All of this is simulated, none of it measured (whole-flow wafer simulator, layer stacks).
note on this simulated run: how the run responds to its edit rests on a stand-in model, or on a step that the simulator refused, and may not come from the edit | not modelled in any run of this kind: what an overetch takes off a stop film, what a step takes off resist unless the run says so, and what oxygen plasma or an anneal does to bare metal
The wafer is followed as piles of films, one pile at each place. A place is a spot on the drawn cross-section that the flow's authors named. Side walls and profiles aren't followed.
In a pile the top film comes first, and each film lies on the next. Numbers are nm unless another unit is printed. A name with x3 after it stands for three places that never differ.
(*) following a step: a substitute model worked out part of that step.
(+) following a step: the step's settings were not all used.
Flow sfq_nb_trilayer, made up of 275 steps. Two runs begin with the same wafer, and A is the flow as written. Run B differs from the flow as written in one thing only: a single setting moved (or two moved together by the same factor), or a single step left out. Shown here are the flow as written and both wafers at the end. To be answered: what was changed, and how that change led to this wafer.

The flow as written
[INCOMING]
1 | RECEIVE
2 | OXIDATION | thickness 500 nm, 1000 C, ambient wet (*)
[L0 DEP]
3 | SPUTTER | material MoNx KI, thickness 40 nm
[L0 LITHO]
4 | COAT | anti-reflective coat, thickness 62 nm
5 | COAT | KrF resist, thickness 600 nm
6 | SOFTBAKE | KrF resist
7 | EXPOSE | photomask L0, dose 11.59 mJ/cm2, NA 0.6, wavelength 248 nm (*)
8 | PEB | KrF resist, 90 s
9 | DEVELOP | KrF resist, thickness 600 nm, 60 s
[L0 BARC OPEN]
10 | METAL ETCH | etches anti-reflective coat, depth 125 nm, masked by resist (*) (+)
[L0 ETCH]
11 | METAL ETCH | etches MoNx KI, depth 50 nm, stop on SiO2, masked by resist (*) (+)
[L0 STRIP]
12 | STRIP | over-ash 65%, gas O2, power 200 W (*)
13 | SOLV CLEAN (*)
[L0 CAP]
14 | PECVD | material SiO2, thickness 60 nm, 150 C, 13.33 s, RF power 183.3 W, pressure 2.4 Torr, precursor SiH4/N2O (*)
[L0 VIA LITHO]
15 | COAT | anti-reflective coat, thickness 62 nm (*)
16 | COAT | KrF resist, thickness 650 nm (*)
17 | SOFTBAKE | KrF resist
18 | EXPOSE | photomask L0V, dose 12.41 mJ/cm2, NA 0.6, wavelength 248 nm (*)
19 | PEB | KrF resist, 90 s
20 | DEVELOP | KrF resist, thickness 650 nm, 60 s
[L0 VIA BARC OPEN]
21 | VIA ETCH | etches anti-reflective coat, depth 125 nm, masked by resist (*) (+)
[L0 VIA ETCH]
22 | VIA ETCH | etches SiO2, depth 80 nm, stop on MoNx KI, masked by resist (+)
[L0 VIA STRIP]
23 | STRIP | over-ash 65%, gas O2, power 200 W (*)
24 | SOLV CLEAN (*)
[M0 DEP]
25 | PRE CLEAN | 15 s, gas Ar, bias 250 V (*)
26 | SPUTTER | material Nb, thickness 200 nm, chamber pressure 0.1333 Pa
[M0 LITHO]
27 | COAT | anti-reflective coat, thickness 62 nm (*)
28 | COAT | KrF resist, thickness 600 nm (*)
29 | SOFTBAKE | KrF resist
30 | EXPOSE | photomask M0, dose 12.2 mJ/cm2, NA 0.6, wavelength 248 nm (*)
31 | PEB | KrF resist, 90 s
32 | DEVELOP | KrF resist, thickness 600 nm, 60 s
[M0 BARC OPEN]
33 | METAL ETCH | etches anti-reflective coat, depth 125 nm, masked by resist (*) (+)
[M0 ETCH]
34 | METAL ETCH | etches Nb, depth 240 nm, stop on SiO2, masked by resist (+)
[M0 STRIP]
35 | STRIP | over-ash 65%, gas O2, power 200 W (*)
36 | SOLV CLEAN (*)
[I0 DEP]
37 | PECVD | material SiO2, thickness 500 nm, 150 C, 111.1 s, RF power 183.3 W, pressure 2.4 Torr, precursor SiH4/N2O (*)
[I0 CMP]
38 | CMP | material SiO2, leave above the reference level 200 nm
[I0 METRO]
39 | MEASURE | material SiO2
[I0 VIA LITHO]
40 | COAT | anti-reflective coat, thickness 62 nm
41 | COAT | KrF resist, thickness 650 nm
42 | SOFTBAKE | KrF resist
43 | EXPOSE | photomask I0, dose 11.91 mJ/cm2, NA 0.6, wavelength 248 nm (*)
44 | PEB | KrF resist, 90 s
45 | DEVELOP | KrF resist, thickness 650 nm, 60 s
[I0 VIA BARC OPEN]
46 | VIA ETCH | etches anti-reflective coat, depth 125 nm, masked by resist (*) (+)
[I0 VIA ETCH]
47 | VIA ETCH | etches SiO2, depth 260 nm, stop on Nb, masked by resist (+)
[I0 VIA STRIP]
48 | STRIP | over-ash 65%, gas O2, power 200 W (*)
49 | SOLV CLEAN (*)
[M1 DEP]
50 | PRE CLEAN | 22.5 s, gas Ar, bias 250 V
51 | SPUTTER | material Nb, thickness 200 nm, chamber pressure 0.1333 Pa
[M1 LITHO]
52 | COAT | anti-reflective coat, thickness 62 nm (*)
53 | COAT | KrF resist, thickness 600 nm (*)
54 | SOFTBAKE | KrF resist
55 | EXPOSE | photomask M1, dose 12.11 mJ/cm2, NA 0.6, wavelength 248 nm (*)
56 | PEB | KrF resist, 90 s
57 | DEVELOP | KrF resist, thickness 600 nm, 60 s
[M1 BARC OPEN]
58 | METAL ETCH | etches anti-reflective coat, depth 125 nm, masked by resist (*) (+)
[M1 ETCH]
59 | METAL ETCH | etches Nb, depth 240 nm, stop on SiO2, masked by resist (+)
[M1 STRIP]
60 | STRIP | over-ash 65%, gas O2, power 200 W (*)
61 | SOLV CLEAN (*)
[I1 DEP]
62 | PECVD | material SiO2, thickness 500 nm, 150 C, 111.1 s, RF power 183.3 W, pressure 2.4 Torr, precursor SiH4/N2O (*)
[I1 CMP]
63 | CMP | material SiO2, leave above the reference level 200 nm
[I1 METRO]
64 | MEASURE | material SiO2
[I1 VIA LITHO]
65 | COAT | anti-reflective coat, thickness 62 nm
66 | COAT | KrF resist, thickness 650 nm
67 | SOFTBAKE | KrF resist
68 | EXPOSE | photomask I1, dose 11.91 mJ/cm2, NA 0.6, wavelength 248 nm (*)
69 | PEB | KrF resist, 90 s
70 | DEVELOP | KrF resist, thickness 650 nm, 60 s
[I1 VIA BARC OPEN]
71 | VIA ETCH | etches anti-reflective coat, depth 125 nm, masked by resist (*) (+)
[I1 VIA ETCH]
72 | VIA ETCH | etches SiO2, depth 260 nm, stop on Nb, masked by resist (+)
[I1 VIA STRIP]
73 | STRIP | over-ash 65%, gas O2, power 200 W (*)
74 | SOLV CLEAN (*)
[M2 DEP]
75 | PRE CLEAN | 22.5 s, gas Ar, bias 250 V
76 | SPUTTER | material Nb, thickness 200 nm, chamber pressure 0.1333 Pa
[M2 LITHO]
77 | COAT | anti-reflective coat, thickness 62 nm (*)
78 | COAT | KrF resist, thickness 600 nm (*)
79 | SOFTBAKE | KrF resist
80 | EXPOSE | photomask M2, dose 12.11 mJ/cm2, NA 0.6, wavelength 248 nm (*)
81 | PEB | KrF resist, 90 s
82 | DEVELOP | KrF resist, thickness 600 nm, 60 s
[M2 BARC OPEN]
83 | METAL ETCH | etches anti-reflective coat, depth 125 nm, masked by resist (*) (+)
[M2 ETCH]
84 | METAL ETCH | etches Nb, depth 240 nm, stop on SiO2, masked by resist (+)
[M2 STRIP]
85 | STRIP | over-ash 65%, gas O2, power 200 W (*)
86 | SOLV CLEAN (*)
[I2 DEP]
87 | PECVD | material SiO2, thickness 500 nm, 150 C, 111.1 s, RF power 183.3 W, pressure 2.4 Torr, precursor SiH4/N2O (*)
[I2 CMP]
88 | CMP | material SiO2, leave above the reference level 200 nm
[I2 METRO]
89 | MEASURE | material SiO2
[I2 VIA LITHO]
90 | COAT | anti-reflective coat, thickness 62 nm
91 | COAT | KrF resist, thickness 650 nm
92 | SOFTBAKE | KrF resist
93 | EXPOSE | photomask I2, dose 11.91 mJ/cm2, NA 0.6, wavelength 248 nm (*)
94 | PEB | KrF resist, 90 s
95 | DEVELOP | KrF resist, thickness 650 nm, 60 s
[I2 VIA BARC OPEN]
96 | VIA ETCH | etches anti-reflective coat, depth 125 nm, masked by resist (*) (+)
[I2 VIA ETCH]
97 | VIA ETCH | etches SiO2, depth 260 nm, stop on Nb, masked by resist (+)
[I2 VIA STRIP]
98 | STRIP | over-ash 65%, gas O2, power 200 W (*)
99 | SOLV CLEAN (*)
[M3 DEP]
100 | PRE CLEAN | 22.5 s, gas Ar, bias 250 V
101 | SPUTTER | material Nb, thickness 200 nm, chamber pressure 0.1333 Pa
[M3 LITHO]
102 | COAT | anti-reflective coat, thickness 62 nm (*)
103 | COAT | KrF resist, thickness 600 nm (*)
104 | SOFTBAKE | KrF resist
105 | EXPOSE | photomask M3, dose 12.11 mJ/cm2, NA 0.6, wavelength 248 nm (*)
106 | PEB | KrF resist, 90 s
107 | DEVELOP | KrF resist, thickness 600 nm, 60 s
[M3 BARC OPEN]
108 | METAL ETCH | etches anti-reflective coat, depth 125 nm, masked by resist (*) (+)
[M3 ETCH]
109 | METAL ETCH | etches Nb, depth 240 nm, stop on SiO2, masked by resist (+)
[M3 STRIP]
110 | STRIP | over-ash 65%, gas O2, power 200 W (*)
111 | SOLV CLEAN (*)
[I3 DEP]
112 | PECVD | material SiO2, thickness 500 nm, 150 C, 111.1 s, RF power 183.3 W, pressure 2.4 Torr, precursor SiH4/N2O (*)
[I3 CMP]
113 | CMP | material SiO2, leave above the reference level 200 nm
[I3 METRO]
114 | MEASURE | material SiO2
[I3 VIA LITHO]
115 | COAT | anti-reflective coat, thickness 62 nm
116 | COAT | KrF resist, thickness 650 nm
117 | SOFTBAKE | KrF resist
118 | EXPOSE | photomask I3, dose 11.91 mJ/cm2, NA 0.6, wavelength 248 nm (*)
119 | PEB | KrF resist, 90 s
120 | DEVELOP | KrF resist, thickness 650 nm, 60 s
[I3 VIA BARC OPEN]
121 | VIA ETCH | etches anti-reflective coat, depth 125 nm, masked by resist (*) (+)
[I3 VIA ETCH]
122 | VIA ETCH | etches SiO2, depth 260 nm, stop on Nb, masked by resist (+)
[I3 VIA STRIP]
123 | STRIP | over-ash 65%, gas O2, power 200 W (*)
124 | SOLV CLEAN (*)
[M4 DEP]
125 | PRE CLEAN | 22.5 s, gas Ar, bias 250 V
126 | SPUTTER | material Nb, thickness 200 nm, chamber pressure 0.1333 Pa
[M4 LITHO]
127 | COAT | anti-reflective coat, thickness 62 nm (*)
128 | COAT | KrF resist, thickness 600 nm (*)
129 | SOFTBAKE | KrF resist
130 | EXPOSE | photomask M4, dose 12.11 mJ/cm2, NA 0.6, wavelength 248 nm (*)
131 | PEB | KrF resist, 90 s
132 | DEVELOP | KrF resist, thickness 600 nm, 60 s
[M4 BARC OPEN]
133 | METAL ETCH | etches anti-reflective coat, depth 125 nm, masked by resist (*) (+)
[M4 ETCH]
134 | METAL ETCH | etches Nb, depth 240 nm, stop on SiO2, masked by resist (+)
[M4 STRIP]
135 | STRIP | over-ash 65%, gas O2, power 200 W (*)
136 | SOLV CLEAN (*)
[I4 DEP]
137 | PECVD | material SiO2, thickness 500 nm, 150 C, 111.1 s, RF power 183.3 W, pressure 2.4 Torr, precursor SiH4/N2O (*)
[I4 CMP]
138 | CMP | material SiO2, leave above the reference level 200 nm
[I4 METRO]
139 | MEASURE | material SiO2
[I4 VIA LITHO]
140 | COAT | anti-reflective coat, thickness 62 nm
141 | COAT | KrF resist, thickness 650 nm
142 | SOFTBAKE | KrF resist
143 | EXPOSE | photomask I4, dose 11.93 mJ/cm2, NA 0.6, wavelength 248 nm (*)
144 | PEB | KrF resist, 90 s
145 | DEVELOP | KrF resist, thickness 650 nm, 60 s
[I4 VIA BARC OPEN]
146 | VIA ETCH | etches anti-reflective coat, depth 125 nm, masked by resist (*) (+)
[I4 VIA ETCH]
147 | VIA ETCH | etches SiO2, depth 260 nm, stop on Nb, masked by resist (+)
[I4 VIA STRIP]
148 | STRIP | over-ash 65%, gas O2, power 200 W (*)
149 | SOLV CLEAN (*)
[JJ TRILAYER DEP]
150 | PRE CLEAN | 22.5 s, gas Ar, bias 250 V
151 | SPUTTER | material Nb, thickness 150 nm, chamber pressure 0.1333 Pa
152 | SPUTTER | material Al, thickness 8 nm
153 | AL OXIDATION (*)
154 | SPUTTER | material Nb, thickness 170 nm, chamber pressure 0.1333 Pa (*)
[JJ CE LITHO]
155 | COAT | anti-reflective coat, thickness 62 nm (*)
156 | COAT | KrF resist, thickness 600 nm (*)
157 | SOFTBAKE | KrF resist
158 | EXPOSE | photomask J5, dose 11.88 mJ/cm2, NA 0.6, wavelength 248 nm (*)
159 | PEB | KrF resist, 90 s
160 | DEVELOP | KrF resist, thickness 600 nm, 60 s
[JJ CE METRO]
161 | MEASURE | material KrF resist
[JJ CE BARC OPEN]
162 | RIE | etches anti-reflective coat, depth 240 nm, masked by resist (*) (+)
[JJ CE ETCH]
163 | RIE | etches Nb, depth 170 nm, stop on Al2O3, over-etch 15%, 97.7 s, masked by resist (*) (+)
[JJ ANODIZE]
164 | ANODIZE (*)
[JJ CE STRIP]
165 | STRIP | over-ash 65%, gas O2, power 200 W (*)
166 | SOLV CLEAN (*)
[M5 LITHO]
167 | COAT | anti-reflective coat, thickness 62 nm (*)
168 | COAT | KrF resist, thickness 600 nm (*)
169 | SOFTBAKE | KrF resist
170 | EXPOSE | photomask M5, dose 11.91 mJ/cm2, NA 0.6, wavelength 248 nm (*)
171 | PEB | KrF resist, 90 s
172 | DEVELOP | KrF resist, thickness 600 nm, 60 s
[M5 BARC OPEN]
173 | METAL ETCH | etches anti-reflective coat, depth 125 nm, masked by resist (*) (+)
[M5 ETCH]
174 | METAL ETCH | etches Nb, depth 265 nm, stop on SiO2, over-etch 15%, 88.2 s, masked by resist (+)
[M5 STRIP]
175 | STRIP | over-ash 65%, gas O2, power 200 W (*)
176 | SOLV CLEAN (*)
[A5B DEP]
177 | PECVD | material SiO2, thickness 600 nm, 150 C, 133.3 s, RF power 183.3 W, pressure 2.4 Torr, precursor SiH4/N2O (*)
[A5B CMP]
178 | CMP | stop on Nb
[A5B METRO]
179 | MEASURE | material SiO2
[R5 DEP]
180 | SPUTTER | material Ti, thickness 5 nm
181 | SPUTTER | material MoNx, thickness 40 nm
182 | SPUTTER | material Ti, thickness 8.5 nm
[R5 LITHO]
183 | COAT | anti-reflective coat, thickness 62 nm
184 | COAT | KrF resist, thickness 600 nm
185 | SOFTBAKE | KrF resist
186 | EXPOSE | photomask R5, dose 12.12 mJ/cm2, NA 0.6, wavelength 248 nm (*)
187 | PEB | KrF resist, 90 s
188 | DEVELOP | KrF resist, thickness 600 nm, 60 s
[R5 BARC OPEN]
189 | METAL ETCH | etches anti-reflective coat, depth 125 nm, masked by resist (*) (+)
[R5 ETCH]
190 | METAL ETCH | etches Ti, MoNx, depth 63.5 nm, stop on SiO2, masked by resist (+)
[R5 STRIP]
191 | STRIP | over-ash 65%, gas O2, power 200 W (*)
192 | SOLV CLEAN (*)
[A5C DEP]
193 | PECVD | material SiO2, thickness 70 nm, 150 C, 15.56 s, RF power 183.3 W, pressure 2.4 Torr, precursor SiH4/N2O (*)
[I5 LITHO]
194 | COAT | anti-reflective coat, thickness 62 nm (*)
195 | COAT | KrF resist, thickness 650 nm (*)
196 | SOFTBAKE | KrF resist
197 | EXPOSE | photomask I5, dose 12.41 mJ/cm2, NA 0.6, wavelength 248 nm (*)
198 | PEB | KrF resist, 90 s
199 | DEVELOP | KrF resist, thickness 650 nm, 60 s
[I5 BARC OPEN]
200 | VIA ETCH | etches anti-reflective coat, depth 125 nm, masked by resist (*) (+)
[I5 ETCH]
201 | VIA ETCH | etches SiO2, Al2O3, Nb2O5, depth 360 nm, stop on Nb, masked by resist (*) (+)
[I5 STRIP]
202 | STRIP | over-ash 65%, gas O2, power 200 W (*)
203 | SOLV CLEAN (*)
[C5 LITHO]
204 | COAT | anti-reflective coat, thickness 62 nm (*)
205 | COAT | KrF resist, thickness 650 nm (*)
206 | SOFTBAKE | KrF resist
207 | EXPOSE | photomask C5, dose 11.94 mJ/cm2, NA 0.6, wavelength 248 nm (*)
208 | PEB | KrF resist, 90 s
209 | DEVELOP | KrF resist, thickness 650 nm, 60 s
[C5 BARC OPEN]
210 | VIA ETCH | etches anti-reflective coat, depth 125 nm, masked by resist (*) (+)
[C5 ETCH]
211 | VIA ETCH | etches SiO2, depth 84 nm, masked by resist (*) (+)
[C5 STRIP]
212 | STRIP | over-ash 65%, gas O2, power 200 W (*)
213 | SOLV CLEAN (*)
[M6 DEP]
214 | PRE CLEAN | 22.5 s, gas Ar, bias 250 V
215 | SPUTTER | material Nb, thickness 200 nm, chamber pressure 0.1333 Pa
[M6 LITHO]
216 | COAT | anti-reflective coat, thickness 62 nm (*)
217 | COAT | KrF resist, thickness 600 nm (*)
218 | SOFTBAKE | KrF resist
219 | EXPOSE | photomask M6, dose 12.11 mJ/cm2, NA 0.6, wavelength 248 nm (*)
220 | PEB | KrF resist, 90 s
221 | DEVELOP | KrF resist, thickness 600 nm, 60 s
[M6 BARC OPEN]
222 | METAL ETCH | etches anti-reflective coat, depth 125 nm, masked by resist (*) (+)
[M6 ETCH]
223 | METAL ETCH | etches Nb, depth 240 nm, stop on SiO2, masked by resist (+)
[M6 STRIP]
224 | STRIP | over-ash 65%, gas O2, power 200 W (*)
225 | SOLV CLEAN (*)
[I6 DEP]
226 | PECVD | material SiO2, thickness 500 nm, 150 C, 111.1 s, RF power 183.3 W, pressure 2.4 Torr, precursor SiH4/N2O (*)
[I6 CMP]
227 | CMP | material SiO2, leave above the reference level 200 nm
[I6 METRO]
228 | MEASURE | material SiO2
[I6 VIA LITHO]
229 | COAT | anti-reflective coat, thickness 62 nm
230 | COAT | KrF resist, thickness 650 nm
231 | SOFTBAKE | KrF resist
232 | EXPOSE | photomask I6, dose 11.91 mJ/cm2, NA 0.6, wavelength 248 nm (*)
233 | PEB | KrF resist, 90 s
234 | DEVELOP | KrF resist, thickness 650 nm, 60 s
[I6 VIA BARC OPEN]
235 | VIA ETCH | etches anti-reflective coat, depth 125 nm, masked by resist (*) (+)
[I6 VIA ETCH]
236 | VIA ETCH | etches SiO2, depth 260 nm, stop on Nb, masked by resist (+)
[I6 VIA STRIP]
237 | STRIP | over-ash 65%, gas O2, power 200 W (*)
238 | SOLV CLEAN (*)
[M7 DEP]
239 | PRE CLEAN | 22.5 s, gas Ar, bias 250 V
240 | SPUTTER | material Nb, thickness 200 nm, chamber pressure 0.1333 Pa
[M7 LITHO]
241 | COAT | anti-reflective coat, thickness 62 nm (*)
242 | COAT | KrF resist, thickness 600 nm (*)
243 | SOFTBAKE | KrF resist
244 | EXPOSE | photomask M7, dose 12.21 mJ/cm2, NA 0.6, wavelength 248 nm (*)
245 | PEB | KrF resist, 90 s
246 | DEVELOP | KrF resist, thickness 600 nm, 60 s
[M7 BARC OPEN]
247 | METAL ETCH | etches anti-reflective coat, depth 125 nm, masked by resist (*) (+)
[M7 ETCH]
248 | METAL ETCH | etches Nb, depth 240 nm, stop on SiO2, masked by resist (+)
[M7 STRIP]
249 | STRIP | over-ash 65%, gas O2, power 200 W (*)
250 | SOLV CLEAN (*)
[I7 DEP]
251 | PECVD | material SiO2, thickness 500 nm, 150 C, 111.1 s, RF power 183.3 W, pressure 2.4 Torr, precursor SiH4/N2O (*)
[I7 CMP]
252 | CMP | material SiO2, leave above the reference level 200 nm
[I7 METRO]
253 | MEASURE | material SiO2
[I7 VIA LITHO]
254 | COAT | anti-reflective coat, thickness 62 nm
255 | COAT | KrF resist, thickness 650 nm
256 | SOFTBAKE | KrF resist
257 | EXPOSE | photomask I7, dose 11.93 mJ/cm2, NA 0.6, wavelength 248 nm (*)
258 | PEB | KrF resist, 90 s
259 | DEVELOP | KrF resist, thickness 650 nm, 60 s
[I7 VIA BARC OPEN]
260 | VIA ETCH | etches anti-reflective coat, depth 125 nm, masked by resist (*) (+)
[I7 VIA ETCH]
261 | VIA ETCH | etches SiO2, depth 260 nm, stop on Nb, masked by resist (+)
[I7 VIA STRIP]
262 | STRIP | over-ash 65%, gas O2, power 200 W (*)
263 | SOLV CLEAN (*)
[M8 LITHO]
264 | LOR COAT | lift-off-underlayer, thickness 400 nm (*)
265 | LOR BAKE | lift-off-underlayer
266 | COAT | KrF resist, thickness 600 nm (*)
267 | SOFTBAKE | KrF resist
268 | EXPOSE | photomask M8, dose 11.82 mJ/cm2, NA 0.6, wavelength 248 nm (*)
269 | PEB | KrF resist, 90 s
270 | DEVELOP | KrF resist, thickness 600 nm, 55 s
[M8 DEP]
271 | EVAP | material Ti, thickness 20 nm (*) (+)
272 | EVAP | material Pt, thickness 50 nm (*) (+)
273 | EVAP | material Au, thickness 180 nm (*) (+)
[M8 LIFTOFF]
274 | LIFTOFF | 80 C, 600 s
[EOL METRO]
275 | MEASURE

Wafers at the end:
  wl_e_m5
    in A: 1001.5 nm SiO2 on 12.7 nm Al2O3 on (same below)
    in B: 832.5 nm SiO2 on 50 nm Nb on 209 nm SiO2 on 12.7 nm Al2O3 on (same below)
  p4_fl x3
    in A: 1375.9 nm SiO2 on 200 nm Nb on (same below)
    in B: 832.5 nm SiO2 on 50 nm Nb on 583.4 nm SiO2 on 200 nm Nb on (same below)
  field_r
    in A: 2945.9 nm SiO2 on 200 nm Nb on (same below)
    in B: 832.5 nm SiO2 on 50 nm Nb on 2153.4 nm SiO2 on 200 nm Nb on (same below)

What caused this: step 215, SPUTTER: thickness 290 nm was run, though the flow has thickness 200 nm.

The path from the change to this, step by step:
  215 | SPUTTER | material Nb, thickness 200 nm, chamber pressure 0.1333 Pa
      field_l, v_sur, via_wl and 100 more: A Nb gains 200 (new film) | B Nb gains 290 (new film)
      be: A Nb gains 147.3 | B Nb gains 212.3
      (also at 2 further places)
  216 | COAT | anti-reflective coat, thickness 62 nm (*)
      be: A anti-reflective coat gains 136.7 (new film) | B anti-reflective coat gains 145.3 (new film)
      c5j: A anti-reflective coat gains 110.7 (new film) | B anti-reflective coat gains 113.7 (new film)
  223 | METAL ETCH | etches Nb, depth 240 nm, stop on SiO2, masked by resist (+)
      field_l, gap, moat and 76 more: A Nb loses 200 (all of it) | B Nb loses 240
  224 | STRIP | over-ash 65%, gas O2, power 200 W (*)
      be: A KrF resist loses 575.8 (all of it), anti-reflective coat loses 136.7 (all of it) | B KrF resist loses 590 (all of it), anti-reflective coat loses 145.3 (all of it)
      c5j: A KrF resist loses 418.3 (all of it), anti-reflective coat loses 110.7 (all of it) | B KrF resist loses 416.8 (all of it), anti-reflective coat loses 113.7 (all of it)
  226 | PECVD | material SiO2, thickness 500 nm, 150 C, 111.1 s, RF power 183.3 W, pressure 2.4 Torr, precursor SiH4/N2O (*)
      field_l, p4_fl x3, p4_w1 x9 and 52 more: A SiO2 gains 500 | B SiO2 gains 500 (new film)
      moat, field_r, lsp_l, ln_m5, lsp_m: A SiO2 gains 493.6 | B SiO2 gains 492.3 (new film)
      (also at 10 further places)
  227 | CMP | material SiO2, leave above the reference level 200 nm
      field_l, p4_fl x3, p4_w1 x9 and 49 more: A SiO2 loses 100 | B SiO2 loses 60
      moat, field_r, lsp_l, ln_m5, lsp_m: A SiO2 loses 93.6 | B SiO2 loses 52.3
      (also at 9 further places)
With metal films that touch counted as one body, wl_e_m5 has 7 bodies (between them, from the top down: SiO2 209 / Al2O3 12.7 / Nb2O5 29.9; SiO2 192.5; SiO2 192.5; SiO2 192.5; SiO2 192.5; SiO2 192.5); the flow as written gives 6 bodies (between them, from the top down: SiO2 192.5; SiO2 192.5; SiO2 192.5; SiO2 192.5; SiO2 192.5).
With metal films that touch counted as one body, p4_fl x3 has 3 bodies (between them, from the top down: SiO2 583.4; SiO2 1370); the flow as written gives 2 bodies (between them, from the top down: SiO2 1370).
With metal films that touch counted as one body, field_r has 2 bodies (between them, from the top down: SiO2 2153.4); the flow as written gives 1 body.
